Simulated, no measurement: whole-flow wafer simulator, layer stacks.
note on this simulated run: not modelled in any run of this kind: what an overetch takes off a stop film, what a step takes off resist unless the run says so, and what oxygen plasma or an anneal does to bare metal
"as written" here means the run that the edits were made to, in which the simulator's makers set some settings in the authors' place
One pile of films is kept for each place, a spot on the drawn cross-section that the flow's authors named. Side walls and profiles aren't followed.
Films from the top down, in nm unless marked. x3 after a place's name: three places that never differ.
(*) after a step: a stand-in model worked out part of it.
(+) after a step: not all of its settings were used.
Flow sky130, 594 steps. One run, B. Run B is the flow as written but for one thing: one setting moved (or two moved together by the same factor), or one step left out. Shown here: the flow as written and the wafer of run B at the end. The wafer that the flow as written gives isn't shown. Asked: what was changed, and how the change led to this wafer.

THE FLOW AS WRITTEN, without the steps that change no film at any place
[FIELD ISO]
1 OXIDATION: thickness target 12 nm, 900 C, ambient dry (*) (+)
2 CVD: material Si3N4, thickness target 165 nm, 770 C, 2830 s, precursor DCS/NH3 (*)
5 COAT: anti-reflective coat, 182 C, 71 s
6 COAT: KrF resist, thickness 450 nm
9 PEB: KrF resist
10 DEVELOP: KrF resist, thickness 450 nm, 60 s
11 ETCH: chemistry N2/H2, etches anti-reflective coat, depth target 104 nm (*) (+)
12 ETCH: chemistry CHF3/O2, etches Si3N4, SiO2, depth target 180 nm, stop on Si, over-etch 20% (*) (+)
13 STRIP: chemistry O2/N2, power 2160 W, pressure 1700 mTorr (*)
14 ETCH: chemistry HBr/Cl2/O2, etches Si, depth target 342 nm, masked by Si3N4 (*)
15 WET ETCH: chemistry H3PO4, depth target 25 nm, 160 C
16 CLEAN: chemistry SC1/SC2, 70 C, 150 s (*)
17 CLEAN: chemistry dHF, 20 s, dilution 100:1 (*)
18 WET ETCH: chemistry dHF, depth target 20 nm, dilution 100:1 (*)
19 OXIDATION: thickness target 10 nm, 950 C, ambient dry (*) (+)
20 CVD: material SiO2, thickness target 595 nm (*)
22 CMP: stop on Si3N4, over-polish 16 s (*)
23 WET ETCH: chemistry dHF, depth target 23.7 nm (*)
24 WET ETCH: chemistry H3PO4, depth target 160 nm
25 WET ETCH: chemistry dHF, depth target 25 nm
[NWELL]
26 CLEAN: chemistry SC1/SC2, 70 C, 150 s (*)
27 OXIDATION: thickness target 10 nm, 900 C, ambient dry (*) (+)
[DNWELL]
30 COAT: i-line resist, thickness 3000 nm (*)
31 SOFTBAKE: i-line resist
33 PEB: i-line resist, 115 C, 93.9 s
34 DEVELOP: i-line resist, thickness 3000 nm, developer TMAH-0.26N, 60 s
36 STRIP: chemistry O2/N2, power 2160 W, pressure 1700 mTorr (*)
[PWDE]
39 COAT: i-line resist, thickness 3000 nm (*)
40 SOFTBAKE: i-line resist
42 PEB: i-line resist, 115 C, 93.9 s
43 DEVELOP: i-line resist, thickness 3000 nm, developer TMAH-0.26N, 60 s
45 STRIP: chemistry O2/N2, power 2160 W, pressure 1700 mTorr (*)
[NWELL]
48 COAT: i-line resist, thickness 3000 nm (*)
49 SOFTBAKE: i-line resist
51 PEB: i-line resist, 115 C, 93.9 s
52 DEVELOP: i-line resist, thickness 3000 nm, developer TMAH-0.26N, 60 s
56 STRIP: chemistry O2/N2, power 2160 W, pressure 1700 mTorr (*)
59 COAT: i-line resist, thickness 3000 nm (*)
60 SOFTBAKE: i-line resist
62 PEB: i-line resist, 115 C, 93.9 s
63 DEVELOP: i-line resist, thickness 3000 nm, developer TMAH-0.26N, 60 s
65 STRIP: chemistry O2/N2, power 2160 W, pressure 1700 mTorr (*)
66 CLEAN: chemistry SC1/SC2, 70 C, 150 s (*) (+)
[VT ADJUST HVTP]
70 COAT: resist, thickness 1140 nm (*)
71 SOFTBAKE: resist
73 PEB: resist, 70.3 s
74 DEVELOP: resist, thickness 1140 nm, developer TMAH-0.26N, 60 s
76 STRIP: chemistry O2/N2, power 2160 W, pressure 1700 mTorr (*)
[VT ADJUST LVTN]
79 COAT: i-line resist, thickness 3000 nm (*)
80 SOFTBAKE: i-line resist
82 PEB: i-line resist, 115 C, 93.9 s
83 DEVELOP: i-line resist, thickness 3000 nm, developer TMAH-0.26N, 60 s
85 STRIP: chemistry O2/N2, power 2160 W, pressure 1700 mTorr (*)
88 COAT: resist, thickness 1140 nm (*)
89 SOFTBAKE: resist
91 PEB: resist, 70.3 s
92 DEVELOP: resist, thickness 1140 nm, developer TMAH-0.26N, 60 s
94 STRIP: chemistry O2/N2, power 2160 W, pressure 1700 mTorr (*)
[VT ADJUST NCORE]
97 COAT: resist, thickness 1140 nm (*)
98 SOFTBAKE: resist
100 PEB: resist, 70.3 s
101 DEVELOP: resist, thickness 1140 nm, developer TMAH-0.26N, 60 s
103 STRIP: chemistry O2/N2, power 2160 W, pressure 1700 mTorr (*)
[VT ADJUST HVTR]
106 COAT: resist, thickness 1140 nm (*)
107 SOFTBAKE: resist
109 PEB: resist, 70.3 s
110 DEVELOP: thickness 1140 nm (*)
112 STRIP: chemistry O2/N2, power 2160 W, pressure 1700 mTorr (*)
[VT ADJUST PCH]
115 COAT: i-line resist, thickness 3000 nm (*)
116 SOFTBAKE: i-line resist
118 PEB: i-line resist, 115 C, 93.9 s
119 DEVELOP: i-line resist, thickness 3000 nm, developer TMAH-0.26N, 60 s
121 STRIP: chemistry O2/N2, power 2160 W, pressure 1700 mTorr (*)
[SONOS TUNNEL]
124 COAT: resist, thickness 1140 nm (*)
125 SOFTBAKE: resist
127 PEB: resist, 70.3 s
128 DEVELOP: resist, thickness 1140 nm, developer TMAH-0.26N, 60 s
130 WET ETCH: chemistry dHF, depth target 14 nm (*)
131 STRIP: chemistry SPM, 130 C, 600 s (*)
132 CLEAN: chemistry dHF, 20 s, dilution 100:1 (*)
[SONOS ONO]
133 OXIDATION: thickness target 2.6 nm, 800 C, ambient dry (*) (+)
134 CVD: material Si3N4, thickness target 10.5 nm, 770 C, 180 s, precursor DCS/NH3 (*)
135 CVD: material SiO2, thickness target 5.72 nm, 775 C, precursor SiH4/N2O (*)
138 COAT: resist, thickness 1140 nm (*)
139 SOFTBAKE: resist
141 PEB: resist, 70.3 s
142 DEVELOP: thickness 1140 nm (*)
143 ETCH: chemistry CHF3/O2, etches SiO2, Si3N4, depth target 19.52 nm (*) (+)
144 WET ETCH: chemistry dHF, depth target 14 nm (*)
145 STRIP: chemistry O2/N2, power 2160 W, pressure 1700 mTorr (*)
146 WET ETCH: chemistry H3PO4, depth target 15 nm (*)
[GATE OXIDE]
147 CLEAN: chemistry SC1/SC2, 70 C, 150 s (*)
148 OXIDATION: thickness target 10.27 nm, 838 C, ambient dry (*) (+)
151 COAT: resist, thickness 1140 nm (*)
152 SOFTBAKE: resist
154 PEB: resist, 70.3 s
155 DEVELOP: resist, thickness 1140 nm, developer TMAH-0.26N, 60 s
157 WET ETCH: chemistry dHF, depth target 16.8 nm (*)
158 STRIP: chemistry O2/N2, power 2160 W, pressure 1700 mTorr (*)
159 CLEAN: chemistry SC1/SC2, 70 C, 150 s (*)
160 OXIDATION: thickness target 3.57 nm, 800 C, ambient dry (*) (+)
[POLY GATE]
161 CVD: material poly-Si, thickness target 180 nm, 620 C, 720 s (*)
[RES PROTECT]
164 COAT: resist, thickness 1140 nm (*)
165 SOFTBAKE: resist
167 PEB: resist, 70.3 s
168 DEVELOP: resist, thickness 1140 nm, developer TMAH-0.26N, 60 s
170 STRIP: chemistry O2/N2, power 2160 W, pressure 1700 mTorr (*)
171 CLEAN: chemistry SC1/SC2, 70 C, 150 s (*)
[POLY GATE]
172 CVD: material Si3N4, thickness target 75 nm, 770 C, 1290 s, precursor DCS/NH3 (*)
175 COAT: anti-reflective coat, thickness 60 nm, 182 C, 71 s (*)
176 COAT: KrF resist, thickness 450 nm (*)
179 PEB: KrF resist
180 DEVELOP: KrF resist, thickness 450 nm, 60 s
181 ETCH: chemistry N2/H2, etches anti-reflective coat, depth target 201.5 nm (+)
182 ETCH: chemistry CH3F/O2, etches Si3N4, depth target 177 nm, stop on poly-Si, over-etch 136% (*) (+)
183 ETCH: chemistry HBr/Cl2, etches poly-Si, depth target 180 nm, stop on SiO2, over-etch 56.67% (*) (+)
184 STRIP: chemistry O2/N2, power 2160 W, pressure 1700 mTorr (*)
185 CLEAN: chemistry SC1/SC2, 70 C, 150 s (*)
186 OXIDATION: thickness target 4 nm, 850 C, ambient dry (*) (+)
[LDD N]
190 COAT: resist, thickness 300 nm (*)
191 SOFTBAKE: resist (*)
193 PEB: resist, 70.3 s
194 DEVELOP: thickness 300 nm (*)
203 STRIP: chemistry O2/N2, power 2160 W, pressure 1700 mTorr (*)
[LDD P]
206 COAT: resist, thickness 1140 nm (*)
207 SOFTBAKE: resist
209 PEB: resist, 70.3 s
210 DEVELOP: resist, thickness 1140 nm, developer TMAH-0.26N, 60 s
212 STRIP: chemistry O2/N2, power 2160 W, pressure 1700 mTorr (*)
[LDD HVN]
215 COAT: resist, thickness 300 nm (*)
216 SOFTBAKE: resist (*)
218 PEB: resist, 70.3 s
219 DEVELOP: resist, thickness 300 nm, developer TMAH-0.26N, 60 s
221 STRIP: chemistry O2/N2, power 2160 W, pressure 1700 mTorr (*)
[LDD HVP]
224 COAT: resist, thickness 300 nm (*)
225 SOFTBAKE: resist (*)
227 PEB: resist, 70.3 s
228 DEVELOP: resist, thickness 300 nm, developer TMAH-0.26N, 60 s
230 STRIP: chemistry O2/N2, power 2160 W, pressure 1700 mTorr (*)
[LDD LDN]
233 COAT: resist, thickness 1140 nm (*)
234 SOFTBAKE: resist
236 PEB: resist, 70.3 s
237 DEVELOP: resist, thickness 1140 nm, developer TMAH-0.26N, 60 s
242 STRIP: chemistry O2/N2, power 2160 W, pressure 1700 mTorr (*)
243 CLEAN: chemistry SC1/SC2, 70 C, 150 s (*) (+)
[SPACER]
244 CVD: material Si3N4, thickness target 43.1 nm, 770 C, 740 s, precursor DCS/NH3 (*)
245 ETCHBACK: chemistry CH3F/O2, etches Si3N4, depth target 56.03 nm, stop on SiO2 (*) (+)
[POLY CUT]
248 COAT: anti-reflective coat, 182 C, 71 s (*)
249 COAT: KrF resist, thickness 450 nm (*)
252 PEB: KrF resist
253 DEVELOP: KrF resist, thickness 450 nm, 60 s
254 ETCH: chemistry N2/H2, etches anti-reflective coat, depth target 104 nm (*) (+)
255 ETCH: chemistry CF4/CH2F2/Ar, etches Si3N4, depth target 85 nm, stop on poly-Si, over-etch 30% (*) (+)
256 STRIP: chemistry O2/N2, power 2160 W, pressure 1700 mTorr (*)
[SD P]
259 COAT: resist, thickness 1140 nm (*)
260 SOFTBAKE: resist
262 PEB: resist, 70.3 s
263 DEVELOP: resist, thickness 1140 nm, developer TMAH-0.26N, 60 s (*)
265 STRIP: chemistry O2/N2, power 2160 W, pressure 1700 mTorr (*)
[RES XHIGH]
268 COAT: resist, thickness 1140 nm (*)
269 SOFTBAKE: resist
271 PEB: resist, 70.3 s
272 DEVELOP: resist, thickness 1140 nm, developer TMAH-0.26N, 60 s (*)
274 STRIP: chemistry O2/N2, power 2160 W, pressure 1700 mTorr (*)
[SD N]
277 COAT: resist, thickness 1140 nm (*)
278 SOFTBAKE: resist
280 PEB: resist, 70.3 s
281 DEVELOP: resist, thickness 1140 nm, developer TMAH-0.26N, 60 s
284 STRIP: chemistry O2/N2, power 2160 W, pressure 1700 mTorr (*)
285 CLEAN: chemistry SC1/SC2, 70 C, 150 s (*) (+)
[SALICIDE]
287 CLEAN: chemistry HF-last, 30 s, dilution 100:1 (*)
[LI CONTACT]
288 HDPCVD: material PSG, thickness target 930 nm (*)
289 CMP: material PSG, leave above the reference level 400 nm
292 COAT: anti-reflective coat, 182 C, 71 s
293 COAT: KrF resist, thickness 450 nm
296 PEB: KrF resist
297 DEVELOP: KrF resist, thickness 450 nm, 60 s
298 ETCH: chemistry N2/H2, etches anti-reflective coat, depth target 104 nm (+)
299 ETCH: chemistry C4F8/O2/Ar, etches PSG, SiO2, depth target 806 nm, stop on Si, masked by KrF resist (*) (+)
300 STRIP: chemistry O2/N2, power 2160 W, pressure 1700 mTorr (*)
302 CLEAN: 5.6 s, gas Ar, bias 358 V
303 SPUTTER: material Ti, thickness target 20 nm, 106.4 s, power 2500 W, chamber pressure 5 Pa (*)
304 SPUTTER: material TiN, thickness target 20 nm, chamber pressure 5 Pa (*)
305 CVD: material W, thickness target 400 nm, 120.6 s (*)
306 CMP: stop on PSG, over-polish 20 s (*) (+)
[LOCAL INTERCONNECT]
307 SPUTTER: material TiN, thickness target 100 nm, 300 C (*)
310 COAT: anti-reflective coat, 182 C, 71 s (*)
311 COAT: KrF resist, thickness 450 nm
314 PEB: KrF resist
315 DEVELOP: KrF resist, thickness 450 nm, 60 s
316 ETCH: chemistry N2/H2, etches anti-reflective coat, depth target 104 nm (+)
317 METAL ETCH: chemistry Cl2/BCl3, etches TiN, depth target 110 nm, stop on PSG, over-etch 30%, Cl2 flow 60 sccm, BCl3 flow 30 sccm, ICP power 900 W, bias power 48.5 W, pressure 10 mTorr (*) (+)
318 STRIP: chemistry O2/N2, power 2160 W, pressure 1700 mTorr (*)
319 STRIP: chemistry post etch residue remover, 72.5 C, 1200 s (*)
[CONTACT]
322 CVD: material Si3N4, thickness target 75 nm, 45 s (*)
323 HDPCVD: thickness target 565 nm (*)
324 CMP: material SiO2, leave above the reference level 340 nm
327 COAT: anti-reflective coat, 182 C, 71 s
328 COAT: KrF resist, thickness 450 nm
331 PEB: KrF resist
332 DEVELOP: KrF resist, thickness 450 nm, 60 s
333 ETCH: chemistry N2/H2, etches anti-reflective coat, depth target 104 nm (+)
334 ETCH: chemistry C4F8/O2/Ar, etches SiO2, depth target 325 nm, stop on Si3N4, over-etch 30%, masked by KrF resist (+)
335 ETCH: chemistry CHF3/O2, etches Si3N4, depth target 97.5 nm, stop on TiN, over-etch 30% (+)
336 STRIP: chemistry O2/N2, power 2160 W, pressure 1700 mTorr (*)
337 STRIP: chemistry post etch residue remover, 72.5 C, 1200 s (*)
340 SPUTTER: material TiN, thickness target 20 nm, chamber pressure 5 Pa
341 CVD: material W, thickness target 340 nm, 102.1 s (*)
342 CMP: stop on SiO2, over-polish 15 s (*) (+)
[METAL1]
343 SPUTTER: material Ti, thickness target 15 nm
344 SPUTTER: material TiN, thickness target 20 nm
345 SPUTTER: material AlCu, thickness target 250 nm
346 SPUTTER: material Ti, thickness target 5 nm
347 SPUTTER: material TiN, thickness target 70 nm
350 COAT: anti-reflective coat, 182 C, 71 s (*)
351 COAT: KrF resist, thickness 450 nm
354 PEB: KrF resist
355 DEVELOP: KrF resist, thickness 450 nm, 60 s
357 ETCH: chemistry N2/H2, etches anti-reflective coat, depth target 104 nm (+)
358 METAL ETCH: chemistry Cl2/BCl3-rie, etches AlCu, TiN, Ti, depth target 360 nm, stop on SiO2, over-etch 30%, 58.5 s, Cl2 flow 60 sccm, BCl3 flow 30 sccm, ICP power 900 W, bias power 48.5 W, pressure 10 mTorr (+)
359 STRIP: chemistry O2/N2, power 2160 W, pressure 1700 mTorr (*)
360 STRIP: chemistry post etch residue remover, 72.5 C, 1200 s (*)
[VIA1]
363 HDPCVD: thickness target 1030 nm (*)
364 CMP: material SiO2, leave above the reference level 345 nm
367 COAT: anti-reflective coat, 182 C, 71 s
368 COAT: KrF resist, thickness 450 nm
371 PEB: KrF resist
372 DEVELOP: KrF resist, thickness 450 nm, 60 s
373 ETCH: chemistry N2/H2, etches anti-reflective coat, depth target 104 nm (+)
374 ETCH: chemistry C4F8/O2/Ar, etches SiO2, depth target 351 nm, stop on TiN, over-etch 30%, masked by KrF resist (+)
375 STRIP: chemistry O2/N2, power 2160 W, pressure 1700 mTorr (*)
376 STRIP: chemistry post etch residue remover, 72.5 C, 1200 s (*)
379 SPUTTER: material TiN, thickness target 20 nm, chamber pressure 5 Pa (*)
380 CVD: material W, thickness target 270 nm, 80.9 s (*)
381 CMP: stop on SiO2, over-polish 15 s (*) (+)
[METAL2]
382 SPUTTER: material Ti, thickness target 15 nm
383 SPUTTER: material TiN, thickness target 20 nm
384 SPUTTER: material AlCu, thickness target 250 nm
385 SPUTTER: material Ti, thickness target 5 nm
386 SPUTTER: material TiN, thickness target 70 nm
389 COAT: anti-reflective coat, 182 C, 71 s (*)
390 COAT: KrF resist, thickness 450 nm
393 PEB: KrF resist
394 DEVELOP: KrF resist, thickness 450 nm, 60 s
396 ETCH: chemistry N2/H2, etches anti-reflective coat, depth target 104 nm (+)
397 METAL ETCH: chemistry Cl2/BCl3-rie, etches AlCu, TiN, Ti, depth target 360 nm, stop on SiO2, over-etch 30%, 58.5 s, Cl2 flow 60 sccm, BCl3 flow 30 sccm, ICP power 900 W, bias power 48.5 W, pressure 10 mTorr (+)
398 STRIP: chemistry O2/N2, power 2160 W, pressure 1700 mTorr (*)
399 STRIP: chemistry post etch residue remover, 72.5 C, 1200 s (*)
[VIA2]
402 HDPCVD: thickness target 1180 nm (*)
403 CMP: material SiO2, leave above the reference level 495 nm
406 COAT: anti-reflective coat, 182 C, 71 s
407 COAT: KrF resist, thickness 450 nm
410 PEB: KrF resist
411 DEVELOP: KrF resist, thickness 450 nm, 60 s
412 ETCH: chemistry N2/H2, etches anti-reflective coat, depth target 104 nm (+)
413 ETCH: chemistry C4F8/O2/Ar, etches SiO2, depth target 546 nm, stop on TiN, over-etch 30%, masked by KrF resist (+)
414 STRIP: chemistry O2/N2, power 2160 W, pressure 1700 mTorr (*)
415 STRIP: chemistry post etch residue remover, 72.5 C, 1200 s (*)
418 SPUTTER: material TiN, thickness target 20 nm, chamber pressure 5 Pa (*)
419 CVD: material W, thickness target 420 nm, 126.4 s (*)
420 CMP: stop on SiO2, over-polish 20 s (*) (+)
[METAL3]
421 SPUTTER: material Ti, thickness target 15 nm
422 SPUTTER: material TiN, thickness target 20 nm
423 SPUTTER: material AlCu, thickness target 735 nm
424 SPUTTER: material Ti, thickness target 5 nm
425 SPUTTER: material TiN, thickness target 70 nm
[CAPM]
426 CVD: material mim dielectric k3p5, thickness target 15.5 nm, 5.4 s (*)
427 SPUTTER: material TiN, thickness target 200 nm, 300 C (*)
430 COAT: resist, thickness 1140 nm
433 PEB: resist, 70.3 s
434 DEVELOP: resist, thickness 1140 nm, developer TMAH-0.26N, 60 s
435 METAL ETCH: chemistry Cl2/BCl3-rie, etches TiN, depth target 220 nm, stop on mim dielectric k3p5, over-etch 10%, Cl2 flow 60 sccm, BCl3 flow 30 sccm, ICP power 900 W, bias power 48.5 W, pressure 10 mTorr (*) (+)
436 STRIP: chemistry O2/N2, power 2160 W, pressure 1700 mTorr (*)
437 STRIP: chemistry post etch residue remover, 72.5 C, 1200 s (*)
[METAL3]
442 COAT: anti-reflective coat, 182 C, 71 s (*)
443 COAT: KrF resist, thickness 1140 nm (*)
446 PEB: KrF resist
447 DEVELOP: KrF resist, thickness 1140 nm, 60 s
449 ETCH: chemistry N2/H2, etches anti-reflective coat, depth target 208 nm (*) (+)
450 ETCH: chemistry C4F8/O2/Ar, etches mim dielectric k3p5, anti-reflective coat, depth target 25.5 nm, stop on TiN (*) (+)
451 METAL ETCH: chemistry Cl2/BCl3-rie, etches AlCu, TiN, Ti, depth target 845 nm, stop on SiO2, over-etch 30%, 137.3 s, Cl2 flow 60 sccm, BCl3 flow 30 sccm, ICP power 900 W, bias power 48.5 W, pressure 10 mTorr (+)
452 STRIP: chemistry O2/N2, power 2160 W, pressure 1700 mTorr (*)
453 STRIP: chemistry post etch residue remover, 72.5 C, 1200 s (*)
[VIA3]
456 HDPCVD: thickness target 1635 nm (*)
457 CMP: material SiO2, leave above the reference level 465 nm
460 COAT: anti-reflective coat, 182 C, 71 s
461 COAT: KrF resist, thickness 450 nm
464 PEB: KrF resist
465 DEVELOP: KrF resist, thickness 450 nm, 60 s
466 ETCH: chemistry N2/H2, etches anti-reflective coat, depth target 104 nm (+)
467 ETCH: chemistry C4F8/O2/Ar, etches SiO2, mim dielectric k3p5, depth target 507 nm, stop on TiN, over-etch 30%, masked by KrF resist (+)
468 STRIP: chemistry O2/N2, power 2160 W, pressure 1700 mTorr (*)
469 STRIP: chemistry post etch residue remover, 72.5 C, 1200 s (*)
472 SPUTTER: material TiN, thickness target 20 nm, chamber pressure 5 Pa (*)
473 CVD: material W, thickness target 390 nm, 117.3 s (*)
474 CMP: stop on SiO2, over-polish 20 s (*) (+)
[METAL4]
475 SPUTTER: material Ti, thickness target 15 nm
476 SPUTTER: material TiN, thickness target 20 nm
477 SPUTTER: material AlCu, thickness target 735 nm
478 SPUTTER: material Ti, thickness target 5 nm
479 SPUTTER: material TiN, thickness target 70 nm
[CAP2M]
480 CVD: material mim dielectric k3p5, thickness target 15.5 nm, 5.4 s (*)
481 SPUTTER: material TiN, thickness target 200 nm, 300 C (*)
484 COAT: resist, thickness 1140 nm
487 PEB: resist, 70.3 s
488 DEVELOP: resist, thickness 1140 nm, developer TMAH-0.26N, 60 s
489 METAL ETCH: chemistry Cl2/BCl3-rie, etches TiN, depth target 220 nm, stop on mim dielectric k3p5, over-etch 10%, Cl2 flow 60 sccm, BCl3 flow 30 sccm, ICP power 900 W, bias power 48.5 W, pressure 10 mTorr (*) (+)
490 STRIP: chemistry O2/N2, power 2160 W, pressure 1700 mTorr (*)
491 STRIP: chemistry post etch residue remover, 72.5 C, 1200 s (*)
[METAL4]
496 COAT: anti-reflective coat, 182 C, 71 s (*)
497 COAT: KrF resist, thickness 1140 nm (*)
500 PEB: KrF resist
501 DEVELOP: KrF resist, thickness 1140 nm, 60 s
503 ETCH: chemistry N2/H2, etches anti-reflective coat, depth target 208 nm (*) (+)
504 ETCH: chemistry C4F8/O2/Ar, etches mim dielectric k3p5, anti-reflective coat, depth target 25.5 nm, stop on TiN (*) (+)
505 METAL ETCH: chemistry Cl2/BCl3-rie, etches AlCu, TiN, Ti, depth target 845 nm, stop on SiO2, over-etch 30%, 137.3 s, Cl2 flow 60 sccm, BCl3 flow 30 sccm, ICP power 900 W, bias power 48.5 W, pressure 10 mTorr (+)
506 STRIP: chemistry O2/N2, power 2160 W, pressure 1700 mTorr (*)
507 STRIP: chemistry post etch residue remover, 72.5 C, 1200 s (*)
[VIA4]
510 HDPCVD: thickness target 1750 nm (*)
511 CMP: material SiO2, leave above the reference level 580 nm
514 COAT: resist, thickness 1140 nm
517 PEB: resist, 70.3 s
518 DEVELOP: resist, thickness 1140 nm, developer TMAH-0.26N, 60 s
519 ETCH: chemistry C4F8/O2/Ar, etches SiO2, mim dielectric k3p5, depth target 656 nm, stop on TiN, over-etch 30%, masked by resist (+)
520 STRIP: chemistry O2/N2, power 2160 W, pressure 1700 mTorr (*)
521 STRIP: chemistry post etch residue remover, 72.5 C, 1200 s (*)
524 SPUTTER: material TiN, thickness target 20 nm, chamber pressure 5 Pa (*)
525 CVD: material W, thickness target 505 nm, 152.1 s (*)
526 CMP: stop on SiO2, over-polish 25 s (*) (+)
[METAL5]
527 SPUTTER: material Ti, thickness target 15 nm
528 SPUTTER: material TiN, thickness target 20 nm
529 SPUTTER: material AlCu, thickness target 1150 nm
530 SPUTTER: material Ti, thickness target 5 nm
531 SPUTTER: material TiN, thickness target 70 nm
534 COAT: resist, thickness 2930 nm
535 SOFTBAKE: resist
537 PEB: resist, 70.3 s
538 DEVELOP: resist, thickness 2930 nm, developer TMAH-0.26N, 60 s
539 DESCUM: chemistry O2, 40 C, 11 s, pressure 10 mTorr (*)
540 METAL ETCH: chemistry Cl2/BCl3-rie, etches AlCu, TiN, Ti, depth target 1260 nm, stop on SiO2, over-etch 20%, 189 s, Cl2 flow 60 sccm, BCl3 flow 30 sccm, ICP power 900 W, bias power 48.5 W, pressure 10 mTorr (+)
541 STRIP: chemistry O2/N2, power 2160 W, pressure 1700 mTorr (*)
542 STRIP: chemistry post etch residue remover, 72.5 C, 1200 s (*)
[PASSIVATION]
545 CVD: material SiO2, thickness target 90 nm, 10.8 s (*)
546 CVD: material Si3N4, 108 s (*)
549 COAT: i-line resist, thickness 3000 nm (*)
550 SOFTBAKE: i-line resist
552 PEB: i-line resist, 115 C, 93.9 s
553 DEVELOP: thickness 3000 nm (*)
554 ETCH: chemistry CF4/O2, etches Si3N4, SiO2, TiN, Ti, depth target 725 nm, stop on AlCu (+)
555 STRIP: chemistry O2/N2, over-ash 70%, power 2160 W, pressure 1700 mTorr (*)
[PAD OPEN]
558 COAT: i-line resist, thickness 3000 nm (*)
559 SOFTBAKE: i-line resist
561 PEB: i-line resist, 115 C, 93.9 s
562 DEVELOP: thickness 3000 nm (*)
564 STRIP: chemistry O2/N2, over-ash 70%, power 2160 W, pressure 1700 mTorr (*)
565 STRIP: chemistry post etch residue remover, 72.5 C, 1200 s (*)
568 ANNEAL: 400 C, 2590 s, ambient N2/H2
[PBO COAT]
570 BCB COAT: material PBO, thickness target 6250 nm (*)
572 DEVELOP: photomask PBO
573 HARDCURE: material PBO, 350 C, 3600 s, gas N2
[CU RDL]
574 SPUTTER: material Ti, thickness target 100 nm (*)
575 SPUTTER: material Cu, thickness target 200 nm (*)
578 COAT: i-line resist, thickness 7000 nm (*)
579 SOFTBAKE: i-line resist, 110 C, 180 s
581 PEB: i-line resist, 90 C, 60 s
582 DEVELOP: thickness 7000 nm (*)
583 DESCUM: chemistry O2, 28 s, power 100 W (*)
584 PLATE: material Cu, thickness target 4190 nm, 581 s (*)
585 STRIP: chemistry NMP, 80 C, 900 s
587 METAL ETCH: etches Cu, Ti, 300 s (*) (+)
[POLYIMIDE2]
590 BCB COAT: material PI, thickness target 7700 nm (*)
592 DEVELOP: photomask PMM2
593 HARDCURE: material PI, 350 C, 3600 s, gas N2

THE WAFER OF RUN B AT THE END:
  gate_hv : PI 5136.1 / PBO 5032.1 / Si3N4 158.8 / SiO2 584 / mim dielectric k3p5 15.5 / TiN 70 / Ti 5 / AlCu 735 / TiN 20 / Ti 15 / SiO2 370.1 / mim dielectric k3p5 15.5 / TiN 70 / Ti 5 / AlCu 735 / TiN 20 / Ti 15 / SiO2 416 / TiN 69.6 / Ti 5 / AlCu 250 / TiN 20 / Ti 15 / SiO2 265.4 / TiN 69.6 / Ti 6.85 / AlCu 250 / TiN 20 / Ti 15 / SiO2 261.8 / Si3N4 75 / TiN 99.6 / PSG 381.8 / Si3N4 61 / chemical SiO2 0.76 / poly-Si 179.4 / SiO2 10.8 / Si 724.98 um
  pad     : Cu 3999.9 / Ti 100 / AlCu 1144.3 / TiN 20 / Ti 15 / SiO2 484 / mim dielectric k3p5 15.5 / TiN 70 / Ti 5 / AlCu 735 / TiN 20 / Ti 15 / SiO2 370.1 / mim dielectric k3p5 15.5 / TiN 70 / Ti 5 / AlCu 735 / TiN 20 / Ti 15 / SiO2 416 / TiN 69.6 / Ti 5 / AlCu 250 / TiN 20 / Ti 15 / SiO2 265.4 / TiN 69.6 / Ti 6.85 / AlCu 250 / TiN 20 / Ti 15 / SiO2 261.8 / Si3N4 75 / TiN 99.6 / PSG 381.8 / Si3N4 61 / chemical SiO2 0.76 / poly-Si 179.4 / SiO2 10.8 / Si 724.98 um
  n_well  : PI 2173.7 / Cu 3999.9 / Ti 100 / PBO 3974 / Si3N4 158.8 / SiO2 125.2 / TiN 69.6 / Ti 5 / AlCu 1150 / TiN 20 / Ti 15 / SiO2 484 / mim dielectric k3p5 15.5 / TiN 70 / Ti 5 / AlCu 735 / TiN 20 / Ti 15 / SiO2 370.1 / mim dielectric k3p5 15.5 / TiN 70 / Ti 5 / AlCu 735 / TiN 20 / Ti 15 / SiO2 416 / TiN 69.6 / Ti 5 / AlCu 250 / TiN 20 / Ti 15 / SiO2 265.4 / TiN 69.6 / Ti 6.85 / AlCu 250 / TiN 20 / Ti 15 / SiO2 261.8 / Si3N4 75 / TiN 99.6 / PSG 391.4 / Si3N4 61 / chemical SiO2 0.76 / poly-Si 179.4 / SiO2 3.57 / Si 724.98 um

The cause: step 346, SPUTTER: thickness target 6.85 nm was run, where the flow has thickness target 5 nm.
It can be read off the wafer: gate_hv has Ti 6.85, and step 346 as written asks for 5 nm.

How the change led to this, step by step:
  346 SPUTTER: material Ti, thickness target 5 nm
      field, active, n_well and 188 more: Ti +6.85 (new film) (as written it would be: Ti +5 (new film))
  358 METAL ETCH: chemistry Cl2/BCl3-rie, etches AlCu, TiN, Ti, depth target 360 nm, stop on SiO2, over-etch 30%, 58.5 s, Cl2 flow 60 sccm, BCl3 flow 30 sccm, ICP power 900 W, bias power 48.5 W, pressure 10 mTorr (+)
      field, active, gate and 81 more: TiN -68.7 (all of it), Ti -6.85 (all of it), AlCu -250 (all of it), TiN -20 (all of it), Ti -15 (all of it), SiO2 -10.7 (as written it would be: TiN -68.7 (all of it), Ti -5 (all of it), AlCu -250 (all of it), TiN -20 (all of it), Ti -15 (all of it), SiO2 -10.9)
